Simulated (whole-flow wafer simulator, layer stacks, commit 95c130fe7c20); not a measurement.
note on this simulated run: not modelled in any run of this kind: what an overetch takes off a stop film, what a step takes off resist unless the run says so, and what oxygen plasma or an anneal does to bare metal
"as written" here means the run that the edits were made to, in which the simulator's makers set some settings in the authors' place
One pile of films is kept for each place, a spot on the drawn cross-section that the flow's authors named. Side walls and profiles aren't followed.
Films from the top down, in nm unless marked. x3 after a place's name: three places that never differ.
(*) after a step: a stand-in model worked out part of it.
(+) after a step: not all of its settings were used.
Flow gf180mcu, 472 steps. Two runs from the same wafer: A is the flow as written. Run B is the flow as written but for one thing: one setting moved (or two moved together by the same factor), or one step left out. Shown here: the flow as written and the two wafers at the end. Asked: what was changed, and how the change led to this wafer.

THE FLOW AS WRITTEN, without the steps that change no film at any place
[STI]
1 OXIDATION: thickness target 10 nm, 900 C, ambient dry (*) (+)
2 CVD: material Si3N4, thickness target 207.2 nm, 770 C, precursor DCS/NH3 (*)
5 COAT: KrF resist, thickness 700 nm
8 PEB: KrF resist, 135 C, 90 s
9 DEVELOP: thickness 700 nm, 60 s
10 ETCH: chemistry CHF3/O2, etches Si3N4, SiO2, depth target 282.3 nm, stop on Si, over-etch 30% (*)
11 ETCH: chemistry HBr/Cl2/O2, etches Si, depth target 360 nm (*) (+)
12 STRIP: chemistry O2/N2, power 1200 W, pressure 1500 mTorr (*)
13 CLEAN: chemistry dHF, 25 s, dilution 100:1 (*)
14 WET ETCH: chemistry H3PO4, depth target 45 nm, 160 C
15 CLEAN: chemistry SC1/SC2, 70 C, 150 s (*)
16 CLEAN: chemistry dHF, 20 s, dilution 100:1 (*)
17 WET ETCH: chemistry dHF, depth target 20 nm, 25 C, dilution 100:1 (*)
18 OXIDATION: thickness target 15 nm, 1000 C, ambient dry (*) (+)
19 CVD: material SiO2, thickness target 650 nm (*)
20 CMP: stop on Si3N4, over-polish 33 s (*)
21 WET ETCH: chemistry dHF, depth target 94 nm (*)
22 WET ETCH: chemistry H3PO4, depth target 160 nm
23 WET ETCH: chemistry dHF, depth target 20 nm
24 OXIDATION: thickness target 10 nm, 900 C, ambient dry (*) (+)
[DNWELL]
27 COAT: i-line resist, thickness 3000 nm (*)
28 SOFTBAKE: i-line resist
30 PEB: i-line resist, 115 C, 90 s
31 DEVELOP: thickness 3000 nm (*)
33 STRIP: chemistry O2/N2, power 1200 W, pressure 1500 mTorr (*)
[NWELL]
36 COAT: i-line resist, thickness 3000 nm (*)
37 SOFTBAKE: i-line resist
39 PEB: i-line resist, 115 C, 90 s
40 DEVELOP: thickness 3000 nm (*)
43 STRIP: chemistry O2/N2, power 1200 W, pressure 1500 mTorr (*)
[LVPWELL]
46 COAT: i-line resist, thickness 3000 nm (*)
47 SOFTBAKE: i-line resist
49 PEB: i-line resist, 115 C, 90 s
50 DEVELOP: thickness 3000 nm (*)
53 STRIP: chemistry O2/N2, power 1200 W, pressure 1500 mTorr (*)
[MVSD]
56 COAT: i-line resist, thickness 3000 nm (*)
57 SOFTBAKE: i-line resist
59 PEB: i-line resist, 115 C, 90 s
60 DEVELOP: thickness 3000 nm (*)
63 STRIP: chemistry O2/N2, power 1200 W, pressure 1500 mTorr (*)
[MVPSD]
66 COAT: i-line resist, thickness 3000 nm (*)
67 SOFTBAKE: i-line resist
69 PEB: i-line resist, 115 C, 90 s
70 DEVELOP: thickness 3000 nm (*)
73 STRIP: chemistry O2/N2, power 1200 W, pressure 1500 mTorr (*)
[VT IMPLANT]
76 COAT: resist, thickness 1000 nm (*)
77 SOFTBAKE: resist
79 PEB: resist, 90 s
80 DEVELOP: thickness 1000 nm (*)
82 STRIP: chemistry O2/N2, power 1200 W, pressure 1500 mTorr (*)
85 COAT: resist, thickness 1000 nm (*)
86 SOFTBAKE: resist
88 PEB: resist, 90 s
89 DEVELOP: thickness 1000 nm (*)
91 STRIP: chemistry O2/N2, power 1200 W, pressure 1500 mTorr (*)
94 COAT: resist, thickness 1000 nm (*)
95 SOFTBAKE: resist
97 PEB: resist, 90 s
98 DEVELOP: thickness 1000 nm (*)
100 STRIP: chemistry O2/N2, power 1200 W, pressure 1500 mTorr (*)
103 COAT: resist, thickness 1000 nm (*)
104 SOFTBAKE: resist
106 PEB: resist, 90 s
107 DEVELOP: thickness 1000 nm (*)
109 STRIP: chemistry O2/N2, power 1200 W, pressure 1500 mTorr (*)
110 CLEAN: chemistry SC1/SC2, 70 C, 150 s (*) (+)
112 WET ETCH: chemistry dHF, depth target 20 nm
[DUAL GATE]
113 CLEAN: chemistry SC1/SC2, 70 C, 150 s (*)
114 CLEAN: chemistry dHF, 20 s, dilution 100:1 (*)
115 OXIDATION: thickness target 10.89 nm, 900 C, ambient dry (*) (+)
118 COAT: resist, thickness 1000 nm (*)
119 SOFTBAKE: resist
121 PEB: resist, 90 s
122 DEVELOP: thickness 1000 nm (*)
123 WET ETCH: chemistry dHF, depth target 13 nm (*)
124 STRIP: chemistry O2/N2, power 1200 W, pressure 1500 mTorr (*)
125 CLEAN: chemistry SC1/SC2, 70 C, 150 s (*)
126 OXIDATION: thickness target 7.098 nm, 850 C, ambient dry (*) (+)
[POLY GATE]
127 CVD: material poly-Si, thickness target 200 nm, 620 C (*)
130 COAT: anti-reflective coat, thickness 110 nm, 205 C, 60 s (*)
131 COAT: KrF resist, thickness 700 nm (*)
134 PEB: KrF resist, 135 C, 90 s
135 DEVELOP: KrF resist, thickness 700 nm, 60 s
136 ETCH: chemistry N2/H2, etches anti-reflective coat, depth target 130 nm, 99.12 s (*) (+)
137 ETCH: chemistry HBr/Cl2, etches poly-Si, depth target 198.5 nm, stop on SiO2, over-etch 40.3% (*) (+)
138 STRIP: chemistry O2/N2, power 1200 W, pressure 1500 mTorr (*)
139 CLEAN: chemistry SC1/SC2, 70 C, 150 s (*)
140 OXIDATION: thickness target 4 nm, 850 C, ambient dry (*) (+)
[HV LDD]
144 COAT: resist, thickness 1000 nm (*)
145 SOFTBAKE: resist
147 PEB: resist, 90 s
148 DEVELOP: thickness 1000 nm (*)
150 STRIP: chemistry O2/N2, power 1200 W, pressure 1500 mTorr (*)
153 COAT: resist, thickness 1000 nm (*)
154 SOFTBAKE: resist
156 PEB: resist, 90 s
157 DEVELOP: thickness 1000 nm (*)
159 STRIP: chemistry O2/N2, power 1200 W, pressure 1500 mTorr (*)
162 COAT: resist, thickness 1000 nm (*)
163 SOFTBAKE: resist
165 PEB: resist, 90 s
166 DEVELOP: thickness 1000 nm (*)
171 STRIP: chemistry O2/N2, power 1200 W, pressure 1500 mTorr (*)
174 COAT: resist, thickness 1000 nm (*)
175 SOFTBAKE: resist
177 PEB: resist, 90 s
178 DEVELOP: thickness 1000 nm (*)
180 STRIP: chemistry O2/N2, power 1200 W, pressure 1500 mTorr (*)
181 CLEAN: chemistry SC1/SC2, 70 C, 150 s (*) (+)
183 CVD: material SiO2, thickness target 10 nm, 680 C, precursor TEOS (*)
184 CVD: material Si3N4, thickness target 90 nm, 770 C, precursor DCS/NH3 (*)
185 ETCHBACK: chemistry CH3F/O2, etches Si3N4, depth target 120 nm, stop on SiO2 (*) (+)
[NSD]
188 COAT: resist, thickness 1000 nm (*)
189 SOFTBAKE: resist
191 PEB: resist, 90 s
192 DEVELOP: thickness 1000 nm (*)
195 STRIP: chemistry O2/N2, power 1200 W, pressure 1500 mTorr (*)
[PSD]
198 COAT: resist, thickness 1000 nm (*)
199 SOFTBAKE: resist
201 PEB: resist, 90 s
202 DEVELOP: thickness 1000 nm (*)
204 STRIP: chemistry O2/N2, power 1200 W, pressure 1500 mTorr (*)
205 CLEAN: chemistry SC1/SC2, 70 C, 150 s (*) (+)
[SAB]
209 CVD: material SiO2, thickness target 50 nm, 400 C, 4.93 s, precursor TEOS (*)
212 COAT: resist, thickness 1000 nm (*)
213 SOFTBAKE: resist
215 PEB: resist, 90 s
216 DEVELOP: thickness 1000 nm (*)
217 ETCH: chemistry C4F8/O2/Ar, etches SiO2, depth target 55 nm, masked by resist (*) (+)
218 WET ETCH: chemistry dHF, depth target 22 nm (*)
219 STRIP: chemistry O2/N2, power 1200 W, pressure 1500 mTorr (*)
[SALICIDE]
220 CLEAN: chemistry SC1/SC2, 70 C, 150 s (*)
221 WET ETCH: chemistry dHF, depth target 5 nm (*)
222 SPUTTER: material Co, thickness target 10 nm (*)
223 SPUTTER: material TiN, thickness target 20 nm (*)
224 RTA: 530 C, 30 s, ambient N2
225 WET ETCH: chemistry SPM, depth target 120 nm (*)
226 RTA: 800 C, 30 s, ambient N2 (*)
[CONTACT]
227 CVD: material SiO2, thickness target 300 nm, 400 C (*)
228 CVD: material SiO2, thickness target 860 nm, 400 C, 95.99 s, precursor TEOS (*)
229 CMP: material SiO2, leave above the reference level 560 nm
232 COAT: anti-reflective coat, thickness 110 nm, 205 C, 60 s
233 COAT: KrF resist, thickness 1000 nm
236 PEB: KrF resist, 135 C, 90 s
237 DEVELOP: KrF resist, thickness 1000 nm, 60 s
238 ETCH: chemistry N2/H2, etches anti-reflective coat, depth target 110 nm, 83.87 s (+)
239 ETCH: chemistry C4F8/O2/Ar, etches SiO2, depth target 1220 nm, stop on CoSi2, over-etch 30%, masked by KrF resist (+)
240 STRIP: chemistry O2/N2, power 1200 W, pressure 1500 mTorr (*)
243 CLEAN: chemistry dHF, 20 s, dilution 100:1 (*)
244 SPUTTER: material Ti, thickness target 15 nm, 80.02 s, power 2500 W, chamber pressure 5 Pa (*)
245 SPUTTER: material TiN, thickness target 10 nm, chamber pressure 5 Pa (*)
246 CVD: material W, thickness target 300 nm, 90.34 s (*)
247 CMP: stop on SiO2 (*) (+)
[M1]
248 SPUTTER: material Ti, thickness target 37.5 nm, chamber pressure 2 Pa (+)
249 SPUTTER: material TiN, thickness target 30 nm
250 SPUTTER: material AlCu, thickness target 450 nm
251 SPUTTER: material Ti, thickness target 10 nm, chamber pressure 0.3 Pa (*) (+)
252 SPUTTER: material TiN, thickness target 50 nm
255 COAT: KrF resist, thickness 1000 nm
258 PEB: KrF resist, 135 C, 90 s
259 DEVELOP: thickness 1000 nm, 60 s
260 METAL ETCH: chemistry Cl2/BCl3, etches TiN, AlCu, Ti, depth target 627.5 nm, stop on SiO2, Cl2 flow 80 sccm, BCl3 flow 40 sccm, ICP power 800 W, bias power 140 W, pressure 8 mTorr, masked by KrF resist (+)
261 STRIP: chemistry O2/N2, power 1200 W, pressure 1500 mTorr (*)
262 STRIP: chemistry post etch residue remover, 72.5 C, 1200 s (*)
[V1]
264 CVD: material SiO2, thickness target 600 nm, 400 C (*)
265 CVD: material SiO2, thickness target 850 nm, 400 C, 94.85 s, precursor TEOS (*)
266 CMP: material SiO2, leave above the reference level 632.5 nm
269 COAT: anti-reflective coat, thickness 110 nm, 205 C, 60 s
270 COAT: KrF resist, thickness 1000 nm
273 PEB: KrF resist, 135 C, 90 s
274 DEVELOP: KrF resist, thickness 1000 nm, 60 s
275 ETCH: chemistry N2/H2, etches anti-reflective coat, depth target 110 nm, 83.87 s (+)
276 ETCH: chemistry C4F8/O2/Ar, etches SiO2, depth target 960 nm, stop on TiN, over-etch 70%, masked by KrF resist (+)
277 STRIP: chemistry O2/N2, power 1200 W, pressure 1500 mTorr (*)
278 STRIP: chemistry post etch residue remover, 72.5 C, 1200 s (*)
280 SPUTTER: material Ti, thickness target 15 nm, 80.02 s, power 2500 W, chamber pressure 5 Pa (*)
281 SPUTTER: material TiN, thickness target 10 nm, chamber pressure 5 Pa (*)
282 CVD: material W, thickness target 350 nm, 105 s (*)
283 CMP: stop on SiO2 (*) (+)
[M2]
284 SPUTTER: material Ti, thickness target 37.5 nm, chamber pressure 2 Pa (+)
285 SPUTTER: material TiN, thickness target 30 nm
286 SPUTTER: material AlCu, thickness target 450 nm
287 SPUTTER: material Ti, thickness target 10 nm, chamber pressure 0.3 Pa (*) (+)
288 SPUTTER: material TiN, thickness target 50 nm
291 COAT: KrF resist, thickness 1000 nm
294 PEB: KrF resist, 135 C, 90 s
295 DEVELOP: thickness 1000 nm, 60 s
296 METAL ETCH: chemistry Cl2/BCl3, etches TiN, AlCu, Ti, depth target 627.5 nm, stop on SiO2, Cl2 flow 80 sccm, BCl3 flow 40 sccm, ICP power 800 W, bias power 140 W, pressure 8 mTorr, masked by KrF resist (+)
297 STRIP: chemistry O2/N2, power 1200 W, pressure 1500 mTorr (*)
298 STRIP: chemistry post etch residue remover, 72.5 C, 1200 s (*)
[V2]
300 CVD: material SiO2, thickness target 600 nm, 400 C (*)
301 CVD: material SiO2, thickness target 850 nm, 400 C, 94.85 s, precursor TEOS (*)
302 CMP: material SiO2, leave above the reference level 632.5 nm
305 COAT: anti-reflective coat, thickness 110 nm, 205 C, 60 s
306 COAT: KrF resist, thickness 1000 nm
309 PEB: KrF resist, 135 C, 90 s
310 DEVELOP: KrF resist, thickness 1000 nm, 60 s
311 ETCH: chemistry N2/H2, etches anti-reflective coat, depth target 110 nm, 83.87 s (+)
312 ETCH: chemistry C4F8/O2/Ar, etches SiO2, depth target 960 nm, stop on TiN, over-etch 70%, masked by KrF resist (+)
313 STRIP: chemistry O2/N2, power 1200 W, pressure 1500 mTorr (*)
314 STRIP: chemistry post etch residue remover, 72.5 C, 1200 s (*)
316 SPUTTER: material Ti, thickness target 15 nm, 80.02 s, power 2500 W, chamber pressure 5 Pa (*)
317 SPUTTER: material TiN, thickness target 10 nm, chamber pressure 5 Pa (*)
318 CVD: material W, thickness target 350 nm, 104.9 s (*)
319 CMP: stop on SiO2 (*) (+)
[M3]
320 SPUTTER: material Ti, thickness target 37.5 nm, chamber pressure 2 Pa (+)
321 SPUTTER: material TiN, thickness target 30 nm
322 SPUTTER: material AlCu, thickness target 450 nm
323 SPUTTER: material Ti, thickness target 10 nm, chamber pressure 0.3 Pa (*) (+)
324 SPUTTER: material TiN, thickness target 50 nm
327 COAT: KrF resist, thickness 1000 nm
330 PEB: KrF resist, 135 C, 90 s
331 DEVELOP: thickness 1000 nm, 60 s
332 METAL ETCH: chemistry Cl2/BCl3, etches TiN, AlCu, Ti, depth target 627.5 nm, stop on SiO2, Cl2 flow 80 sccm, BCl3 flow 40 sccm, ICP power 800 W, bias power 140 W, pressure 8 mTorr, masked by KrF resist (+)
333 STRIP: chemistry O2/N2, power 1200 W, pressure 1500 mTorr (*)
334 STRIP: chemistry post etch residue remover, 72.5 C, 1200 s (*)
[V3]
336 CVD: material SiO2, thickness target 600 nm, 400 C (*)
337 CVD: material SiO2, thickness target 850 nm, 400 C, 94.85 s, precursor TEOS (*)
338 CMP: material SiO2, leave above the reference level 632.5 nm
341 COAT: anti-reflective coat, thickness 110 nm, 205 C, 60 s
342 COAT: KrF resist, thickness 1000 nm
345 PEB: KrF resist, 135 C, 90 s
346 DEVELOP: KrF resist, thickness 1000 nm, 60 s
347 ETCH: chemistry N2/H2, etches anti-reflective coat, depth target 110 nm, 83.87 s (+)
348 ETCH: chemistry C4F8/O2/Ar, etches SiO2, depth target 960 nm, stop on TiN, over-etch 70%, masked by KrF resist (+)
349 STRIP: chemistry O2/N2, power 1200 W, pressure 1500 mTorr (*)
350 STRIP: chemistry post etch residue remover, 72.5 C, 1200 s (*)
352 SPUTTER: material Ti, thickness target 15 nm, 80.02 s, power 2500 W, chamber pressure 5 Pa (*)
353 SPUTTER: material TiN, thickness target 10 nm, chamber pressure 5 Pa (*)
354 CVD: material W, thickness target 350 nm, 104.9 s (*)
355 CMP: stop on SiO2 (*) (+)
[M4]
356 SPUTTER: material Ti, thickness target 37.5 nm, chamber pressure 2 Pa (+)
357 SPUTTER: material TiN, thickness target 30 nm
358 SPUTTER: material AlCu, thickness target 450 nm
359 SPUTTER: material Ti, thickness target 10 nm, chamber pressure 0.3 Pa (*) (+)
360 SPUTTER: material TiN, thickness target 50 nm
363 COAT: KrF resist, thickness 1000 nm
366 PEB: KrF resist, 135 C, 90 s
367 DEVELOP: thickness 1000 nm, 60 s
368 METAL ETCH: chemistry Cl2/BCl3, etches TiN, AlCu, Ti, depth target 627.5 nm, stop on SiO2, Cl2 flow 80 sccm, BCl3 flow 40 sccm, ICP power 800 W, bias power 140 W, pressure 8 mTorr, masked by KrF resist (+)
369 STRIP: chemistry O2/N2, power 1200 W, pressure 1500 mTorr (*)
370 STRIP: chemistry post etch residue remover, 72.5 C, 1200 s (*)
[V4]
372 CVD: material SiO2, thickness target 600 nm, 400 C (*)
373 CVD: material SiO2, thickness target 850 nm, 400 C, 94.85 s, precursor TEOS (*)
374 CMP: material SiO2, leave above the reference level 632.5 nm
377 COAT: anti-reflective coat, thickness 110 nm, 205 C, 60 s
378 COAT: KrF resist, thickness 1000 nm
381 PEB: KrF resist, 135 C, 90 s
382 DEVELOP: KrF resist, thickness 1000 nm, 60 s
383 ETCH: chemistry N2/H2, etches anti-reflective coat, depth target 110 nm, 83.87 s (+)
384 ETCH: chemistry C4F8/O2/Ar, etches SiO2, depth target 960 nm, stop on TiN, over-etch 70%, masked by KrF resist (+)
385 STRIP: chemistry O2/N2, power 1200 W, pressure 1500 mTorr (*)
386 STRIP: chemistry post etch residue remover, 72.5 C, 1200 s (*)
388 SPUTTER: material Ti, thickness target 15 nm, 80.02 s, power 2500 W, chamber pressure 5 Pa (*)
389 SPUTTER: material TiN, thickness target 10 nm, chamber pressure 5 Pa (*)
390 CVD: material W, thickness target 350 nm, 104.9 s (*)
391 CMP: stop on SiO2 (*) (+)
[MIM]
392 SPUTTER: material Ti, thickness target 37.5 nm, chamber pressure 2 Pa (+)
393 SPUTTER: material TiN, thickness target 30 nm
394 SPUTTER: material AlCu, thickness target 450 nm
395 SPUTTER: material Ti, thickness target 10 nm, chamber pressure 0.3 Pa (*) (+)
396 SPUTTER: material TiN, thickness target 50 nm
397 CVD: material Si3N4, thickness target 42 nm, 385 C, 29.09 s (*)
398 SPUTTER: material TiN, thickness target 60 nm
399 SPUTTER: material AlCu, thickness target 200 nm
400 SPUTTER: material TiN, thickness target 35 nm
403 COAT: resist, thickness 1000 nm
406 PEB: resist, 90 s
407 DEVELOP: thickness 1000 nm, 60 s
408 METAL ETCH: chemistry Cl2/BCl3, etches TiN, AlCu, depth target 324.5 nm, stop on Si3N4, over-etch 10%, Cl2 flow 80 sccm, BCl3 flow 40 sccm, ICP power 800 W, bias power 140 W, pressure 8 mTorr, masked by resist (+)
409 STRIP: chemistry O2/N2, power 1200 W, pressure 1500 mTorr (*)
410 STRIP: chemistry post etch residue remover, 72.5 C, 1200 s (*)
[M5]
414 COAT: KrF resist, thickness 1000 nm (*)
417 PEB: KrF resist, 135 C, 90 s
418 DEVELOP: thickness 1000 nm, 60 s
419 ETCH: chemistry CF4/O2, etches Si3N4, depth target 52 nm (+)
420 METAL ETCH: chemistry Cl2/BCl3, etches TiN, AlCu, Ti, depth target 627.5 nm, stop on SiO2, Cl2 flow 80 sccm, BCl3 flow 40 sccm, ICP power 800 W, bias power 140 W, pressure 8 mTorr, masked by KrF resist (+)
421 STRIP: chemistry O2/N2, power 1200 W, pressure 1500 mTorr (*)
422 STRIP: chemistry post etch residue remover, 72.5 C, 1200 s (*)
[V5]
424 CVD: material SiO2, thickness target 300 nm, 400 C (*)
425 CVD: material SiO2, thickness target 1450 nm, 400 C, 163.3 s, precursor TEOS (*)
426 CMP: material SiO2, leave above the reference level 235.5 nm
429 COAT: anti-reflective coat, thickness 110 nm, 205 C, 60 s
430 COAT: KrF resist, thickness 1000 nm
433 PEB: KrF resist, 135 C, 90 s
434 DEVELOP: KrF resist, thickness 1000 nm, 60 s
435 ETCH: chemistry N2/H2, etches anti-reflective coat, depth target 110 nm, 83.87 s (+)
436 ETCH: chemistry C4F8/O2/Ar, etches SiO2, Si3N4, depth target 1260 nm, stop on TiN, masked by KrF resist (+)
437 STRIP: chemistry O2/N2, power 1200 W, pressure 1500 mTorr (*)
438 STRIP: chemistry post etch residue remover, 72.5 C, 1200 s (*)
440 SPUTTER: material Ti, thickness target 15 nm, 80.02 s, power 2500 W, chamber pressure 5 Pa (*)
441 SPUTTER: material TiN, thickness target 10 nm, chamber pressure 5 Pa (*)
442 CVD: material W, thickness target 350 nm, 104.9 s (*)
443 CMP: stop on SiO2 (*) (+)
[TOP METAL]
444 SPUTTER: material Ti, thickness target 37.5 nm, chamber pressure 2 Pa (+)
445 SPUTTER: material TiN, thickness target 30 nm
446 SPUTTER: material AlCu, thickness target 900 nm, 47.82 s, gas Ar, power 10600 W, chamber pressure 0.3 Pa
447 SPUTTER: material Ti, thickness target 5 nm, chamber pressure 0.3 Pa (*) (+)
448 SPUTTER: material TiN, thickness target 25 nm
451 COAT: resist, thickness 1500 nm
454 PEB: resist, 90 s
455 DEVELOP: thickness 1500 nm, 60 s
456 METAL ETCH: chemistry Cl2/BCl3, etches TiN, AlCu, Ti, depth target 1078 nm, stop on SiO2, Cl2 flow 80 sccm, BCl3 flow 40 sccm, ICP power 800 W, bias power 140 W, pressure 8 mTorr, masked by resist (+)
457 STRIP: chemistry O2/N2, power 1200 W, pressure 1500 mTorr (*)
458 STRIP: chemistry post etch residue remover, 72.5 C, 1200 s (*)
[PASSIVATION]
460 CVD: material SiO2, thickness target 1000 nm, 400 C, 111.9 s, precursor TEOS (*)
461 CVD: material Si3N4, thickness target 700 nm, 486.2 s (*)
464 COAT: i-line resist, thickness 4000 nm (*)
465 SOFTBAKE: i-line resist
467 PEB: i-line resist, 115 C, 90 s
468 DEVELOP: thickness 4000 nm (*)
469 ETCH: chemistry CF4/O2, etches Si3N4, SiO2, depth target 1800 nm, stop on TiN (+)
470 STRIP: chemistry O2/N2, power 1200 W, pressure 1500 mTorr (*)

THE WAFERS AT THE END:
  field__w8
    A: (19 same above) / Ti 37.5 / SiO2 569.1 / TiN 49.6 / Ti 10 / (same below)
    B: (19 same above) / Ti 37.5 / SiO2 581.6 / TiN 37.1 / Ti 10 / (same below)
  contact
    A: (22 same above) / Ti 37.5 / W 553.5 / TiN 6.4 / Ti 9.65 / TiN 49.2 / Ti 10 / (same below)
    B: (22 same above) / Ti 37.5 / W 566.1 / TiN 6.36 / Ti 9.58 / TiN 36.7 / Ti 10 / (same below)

The cause: step 324, SPUTTER: thickness target 37.5 nm was run, where the flow has thickness target 50 nm.

How the change led to this, step by step:
  324 SPUTTER: material TiN, thickness target 50 nm
      field, field__w1, field__w2 and 108 more: A TiN +50 (new film) | B TiN +37.5 (new film)
  332 METAL ETCH: chemistry Cl2/BCl3, etches TiN, AlCu, Ti, depth target 627.5 nm, stop on SiO2, Cl2 flow 80 sccm, BCl3 flow 40 sccm, ICP power 800 W, bias power 140 W, pressure 8 mTorr, masked by KrF resist (+)
      field, field__w1, field__w2 and 103 more: A TiN -50 (all of it), Ti -10 (all of it), AlCu -450 (all of it), TiN -30 (all of it), Ti -37.5 (all of it) | B TiN -37.5 (all of it), Ti -10 (all of it), AlCu -450 (all of it), TiN -30 (all of it), Ti -37.5 (all of it)
  348 ETCH: chemistry C4F8/O2/Ar, etches SiO2, depth target 960 nm, stop on TiN, over-etch 70%, masked by KrF resist (+)
      contact: A SiO2 -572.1 (all of it) | B SiO2 -584.6 (all of it)
